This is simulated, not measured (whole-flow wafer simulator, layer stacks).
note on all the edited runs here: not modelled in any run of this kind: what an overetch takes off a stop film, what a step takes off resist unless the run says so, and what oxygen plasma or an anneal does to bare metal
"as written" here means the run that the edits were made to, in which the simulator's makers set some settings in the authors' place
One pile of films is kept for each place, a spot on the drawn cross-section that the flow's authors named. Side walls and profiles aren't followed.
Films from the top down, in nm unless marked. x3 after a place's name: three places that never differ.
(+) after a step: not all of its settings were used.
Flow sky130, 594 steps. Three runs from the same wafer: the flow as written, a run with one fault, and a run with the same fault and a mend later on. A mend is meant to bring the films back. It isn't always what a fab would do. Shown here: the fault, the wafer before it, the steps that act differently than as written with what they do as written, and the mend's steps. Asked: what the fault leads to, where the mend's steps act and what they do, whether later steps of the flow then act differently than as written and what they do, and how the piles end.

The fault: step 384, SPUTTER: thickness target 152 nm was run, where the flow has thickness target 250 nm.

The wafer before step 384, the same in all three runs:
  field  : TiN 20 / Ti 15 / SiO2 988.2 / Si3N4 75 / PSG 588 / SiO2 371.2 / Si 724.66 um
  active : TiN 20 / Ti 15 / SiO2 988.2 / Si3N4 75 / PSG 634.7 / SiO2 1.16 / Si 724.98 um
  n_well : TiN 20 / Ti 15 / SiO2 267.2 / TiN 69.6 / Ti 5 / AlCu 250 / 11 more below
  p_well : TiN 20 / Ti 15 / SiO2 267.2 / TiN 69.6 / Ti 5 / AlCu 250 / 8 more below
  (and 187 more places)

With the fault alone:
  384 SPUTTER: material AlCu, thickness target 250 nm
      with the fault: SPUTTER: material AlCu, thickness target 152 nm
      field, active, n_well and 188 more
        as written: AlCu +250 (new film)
        with the fault: AlCu +152 (new film)
  Later steps of the flow that act differently than as written (4 more steps differ only slightly, by at most 2% or 0.5 nm, whichever is larger, and aren't shown):
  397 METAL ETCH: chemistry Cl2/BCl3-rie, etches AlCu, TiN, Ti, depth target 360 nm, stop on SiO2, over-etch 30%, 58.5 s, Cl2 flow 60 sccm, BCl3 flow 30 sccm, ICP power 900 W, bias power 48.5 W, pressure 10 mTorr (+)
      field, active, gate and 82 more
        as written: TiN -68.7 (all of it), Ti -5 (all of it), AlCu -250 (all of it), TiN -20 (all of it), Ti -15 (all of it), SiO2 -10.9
        with the fault: TiN -68.7 (all of it), Ti -5 (all of it), AlCu -152 (all of it), TiN -20 (all of it), Ti -15 (all of it), SiO2 -20.7
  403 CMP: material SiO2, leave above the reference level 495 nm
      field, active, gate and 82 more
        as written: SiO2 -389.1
        with the fault: SiO2 -477.3
  At the end the piles differ from the flow's by more than 2% or 0.5 nm, whichever is larger, at field, active, n_well and 190 more.
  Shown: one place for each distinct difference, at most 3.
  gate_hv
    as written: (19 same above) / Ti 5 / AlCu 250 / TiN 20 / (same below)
    with the fault: (19 same above) / Ti 5 / AlCu 152 / TiN 20 / (same below)
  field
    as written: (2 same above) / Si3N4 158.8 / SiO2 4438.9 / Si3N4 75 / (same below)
    with the fault: (2 same above) / Si3N4 158.8 / SiO2 4340.9 / Si3N4 75 / (same below)
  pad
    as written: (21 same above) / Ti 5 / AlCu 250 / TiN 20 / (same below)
    with the fault: (21 same above) / Ti 5 / AlCu 152 / TiN 20 / (same below)

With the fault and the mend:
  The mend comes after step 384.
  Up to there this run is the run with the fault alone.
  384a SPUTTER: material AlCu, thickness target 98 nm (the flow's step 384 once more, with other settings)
      field, active, n_well and 188 more
        AlCu +98
  No later step of the flow acts differently than as written at any place that is followed.
  At the end the piles are the same as the flow's at every place that both follow.
